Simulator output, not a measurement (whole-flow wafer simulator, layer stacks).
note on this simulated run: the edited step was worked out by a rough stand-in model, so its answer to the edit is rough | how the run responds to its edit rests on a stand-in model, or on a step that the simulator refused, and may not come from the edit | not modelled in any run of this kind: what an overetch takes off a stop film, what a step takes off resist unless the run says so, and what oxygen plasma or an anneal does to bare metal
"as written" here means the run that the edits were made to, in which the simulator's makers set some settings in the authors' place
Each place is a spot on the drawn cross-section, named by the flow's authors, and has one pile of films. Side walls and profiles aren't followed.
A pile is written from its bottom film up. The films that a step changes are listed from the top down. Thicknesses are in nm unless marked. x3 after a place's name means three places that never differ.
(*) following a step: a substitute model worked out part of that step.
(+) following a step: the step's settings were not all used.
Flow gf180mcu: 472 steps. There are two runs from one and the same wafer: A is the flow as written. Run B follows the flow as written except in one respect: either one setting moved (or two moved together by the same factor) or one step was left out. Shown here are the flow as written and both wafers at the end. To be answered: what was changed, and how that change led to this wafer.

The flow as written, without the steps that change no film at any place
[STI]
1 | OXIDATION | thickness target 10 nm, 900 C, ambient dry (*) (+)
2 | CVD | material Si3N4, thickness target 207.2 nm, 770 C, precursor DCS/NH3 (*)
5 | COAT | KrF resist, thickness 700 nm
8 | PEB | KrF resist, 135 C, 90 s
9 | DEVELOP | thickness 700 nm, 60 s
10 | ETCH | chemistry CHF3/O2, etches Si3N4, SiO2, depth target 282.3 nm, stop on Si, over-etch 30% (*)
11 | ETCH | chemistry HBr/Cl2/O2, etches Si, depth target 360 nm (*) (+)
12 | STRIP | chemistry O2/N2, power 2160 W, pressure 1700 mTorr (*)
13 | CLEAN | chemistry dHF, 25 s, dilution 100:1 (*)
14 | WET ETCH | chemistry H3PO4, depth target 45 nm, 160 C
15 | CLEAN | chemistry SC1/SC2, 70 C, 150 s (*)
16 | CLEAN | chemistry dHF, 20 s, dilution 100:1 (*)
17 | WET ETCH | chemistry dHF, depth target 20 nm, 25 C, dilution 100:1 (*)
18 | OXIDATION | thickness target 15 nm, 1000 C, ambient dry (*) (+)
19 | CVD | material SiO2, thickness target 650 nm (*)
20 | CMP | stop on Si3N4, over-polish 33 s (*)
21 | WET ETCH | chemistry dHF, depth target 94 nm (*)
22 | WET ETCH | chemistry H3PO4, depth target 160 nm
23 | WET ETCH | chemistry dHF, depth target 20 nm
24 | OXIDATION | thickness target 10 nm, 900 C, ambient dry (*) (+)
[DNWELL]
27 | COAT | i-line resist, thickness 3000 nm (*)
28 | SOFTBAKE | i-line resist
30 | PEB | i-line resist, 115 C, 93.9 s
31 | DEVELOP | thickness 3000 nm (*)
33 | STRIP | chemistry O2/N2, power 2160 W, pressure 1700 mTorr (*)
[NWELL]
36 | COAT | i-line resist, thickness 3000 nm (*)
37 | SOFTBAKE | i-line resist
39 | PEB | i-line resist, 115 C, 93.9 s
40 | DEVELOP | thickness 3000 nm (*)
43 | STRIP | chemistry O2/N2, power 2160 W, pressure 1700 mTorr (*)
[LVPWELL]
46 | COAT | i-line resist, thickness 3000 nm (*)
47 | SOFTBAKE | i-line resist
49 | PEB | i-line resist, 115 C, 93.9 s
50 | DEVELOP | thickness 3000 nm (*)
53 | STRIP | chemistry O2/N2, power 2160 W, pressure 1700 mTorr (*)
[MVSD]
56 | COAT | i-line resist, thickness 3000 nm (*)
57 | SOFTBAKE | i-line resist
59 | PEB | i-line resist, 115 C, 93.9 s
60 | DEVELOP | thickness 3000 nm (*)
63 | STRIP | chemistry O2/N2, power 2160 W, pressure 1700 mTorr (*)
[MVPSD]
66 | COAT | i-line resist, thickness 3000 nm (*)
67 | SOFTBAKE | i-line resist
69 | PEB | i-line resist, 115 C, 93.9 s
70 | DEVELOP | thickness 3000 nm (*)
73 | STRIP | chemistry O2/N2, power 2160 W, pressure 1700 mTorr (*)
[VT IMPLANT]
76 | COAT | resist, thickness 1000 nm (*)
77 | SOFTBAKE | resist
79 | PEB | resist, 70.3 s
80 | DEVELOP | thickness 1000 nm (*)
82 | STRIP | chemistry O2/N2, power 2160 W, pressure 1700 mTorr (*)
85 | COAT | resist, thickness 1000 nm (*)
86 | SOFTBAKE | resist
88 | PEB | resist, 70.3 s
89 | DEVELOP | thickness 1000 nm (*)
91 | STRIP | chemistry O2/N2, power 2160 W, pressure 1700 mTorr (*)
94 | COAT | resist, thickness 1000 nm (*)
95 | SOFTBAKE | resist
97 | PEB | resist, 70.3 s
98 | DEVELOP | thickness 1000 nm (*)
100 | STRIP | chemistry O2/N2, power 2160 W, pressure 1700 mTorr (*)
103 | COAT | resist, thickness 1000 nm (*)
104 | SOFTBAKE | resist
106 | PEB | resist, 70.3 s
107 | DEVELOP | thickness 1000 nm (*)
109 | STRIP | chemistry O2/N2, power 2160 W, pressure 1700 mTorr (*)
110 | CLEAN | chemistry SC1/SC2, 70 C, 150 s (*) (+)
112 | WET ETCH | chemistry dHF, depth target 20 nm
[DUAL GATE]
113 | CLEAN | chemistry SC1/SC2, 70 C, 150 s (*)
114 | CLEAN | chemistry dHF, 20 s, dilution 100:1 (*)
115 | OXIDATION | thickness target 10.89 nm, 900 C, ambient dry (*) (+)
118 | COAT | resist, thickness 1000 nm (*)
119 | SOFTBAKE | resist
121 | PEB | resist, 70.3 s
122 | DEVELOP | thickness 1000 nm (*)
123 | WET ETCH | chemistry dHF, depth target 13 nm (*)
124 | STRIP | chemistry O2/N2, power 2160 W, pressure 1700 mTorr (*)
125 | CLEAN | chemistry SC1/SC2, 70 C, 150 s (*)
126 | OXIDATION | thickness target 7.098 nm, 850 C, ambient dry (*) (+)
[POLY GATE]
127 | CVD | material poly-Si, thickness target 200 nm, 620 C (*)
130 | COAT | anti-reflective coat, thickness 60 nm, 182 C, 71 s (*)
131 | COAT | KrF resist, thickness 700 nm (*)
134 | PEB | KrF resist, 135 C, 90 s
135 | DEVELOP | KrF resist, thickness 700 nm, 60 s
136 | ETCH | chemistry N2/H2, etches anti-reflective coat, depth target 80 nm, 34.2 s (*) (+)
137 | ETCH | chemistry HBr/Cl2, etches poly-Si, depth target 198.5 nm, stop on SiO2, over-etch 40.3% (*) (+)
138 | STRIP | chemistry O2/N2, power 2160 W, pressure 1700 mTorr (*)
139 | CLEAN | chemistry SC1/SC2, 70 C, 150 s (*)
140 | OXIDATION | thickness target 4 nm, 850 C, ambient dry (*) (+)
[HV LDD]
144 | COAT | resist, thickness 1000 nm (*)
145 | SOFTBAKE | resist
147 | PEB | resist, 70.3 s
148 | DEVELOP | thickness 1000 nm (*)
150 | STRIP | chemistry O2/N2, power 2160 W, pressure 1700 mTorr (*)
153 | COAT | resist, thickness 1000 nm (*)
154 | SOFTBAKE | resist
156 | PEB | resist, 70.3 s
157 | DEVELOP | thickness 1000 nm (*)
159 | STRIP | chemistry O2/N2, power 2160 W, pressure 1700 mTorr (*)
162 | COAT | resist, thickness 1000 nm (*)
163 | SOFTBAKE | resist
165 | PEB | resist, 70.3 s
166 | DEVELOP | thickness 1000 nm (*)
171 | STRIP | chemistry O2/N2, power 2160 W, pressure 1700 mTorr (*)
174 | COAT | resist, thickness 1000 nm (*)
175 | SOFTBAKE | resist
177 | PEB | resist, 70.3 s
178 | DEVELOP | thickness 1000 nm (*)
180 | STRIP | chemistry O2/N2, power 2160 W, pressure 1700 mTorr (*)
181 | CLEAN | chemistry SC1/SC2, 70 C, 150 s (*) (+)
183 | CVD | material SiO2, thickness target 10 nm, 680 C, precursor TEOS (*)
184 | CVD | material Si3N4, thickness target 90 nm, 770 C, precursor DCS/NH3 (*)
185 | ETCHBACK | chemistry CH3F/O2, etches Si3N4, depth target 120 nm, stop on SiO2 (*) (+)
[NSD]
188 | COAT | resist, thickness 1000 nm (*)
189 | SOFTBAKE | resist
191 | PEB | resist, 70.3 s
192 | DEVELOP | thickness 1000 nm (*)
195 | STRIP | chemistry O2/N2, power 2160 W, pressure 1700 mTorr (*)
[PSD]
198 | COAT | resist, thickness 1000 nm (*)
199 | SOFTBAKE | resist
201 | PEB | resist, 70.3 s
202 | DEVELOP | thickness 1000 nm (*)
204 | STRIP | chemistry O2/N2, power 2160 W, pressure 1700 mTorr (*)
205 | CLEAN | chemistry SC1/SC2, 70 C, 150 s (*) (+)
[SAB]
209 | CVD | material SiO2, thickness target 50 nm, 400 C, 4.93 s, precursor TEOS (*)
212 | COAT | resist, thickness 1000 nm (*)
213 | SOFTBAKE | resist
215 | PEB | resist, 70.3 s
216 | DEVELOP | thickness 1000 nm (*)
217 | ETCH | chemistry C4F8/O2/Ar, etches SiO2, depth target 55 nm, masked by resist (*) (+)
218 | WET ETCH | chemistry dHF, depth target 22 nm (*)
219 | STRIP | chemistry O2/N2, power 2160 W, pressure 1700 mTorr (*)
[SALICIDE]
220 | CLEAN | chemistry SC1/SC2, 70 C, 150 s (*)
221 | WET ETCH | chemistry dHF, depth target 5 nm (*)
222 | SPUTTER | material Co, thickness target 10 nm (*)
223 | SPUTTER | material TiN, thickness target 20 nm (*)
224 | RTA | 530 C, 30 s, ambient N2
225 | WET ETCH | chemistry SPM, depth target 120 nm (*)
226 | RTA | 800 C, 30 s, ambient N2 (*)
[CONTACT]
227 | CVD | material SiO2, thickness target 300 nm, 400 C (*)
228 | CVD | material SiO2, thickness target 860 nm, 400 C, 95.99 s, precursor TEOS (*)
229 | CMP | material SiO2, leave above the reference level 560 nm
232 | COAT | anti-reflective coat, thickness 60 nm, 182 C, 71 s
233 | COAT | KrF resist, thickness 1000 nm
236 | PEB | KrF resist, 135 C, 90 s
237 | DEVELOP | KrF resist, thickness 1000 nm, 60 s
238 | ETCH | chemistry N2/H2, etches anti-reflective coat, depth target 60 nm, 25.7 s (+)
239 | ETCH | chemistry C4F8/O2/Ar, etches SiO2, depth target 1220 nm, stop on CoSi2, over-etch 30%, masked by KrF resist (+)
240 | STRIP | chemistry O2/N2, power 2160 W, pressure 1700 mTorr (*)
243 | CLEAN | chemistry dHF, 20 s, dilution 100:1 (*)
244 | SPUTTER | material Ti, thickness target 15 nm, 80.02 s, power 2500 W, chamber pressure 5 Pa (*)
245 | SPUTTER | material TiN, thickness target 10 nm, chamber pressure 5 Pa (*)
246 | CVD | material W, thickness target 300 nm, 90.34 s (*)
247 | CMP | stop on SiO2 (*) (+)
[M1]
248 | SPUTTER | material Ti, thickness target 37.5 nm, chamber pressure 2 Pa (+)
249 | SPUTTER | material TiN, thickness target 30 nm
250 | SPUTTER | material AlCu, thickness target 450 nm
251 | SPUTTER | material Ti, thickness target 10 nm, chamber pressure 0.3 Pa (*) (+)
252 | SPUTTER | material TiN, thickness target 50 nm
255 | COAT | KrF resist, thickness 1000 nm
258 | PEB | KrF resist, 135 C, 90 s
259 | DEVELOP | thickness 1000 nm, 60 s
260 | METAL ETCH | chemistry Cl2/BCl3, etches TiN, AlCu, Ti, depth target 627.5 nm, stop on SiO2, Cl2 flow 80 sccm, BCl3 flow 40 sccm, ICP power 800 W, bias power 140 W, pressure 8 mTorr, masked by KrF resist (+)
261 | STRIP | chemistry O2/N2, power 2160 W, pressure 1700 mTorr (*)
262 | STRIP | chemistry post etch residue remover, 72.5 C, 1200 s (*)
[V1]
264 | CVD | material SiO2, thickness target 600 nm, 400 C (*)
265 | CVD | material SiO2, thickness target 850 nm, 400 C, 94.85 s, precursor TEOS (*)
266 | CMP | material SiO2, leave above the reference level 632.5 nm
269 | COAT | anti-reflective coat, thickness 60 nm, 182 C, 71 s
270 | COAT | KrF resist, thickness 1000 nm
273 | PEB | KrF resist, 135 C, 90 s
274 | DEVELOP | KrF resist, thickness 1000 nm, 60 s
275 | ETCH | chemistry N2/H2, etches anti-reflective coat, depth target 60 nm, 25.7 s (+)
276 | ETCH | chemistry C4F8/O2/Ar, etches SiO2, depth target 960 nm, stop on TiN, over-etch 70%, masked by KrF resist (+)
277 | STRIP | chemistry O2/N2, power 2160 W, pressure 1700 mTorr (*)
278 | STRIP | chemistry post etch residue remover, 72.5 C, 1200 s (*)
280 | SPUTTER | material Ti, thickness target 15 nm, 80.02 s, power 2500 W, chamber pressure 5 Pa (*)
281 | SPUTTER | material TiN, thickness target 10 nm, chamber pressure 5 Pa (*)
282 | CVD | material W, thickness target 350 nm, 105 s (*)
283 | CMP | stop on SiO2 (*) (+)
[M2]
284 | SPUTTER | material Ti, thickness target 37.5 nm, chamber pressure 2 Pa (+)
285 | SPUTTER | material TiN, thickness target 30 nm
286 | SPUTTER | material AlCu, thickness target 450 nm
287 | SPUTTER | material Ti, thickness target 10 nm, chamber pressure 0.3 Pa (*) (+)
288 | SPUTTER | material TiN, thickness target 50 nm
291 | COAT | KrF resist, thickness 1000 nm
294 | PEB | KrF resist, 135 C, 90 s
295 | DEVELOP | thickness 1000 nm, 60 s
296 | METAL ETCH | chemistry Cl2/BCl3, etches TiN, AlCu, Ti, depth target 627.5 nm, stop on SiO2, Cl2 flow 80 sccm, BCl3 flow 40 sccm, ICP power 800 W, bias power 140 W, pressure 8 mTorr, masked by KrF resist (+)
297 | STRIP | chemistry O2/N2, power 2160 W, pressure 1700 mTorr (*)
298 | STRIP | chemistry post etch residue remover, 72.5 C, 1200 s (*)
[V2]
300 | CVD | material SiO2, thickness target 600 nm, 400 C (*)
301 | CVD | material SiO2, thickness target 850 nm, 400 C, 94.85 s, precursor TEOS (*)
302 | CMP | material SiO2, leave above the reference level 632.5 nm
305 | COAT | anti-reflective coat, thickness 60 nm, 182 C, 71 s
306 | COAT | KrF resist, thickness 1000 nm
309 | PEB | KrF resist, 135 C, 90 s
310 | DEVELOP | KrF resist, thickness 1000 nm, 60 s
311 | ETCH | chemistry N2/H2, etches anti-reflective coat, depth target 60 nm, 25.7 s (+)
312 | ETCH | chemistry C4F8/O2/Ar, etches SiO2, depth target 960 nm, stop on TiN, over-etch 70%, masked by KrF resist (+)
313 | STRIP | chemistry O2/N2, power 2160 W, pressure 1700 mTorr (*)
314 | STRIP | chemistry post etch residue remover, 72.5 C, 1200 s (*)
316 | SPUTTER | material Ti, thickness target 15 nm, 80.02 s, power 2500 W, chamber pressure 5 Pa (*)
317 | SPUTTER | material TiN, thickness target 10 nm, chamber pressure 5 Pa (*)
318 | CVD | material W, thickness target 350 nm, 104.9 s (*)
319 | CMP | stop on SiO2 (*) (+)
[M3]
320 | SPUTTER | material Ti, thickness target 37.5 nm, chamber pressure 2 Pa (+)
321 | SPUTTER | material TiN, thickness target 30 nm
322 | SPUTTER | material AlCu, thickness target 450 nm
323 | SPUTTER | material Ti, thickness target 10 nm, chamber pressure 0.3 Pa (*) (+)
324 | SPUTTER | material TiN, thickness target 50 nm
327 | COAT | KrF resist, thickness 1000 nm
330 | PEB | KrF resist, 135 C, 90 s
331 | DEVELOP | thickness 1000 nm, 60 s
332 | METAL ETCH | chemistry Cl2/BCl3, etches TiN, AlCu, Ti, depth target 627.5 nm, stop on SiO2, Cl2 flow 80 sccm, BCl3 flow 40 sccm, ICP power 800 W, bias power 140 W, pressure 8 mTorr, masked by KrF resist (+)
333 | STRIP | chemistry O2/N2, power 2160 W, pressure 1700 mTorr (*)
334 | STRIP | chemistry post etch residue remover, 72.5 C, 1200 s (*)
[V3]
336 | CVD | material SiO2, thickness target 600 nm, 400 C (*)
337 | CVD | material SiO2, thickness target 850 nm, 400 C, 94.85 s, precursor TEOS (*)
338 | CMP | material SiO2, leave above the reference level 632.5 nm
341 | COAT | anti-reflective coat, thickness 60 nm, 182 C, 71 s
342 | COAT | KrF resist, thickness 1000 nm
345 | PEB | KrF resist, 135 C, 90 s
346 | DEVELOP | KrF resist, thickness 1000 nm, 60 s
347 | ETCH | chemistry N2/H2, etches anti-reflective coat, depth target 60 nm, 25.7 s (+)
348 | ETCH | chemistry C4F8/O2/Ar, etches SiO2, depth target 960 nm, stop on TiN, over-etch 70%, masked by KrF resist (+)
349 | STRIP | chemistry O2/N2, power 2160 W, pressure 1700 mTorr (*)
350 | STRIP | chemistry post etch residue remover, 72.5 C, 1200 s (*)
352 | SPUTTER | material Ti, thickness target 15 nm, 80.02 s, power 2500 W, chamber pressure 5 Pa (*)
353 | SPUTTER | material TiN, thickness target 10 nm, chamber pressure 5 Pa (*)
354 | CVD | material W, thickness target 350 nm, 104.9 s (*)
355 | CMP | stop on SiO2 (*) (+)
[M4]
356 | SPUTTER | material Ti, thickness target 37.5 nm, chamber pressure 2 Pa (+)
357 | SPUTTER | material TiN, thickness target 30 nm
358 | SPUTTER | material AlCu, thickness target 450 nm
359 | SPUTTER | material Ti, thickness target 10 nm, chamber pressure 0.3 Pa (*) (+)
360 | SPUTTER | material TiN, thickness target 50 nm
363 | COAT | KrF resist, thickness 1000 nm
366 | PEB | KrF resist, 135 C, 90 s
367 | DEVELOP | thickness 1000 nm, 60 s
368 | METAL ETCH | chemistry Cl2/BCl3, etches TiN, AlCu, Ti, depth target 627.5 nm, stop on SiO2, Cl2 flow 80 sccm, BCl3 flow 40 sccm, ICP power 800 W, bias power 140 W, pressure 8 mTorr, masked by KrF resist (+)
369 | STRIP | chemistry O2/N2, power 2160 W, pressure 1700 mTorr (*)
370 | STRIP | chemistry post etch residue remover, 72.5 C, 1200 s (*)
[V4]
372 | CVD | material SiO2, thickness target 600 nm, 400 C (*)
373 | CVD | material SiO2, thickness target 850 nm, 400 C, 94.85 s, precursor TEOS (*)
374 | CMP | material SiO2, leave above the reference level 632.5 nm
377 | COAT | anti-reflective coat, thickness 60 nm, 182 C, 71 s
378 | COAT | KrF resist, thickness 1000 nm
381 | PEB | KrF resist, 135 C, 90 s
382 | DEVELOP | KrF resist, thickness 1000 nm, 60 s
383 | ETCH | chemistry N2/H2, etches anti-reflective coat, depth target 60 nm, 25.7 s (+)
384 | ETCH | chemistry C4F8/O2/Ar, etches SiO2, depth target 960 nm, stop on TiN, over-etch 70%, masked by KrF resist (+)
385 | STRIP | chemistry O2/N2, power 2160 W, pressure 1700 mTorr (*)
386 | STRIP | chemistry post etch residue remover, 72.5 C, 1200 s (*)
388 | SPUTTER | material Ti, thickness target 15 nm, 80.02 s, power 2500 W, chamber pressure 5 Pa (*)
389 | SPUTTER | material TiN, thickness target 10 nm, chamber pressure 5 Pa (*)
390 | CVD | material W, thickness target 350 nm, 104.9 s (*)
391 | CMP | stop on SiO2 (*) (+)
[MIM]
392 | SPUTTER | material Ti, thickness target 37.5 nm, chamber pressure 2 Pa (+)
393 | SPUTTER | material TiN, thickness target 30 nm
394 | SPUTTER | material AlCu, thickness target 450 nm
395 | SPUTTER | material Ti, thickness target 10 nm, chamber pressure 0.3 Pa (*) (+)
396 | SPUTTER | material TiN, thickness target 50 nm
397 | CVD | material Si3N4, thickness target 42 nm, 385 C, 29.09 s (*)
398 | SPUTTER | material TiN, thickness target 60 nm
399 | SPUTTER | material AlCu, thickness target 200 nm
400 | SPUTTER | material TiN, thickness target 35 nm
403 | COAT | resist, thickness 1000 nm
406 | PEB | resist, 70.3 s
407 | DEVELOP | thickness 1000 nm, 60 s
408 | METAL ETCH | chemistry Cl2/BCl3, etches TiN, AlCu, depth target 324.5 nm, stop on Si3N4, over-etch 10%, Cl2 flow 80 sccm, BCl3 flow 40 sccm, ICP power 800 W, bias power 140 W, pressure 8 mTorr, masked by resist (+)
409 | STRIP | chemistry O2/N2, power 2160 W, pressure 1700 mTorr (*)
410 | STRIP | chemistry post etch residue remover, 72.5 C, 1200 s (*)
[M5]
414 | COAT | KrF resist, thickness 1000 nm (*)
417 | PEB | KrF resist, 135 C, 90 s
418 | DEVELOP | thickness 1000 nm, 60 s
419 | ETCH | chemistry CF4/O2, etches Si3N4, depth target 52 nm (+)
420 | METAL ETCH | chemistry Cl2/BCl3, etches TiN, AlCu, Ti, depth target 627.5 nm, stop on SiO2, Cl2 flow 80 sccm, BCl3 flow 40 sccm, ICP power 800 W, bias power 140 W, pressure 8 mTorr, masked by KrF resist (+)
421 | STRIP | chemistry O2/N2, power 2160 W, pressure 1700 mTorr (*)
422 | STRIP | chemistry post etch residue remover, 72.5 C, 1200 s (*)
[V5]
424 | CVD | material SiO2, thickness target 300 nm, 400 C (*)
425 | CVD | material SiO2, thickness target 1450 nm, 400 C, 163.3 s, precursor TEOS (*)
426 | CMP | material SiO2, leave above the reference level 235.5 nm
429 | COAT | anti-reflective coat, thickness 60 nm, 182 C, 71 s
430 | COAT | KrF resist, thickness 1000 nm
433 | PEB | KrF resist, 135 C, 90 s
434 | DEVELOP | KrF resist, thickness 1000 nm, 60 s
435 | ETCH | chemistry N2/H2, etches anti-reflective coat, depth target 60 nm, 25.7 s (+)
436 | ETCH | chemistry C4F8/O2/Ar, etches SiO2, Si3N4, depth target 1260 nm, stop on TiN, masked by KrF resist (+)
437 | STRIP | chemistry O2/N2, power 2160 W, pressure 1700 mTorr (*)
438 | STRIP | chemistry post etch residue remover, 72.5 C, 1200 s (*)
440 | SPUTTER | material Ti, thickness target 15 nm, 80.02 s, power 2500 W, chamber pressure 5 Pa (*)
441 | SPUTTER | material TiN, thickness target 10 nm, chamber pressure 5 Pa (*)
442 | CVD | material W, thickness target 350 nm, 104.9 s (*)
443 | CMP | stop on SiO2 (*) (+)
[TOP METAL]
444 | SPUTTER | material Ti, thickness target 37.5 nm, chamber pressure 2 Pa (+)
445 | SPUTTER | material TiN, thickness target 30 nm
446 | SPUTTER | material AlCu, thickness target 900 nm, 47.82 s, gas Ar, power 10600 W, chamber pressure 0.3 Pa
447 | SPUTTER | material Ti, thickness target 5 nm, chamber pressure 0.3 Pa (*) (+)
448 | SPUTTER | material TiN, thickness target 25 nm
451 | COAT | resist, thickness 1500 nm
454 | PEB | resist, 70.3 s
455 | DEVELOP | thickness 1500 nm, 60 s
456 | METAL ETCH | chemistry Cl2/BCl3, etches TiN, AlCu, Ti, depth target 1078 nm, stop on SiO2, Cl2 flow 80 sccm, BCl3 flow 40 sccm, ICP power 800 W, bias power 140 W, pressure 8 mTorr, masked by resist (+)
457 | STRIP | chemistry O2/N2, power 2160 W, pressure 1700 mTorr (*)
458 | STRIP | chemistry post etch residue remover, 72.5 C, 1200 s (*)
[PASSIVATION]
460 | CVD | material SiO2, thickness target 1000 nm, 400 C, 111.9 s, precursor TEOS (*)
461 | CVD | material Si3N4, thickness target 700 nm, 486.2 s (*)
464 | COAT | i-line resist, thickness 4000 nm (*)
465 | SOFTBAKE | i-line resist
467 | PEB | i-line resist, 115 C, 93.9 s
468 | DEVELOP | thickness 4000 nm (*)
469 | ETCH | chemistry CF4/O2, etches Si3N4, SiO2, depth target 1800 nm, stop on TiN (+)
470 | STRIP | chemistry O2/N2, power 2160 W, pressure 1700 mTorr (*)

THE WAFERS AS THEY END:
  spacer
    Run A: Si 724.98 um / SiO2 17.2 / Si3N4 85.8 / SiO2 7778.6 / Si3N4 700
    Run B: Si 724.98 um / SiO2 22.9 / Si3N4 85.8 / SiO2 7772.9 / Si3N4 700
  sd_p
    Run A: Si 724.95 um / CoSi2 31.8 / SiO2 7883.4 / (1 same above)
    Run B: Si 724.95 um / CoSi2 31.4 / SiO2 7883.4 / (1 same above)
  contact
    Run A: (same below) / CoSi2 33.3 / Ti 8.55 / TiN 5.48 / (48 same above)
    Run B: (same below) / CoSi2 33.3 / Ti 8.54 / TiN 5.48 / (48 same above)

Cause: step 183, CVD: thickness target 15.7 nm was run, though the flow has thickness target 10 nm.

How this came from the change, step by step:
  183 | CVD | material SiO2, thickness target 10 nm, 680 C, precursor TEOS (*)
      field, field__w1, field__w2 and 99 more: A +10 SiO2 | B +15.7 SiO2
      ld_drift_p: A +9.87 SiO2 | B +15.5 SiO2
      (also at 1 further place)
  189 | SOFTBAKE | resist
      field__w9: A +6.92 resist | B -3.06 resist
      field_sub__w1: A +7.47 resist | B +9.77 resist
  199 | SOFTBAKE | resist
      field__w9: A +6.92 resist | B -3.06 resist
      field_sub__w1: A +7.47 resist | B +9.77 resist
  218 | WET ETCH | chemistry dHF, depth target 22 nm (*)
      gate, gate_hv, gate_p and 23 more: A -5.48 SiO2 (all of it) | B -11.2 SiO2 (all of it)
      field__w7, field__w8, field__w11 and 14 more: A -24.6 SiO2 | B -25.5 SiO2
      (also at 56 further places)
  229 | CMP | material SiO2, leave above the reference level 560 nm
      field__w2: A -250 SiO2 | B -256 SiO2
      field__w3: A -232.3 SiO2 | B -238.2 SiO2
      (also at 4 further places)
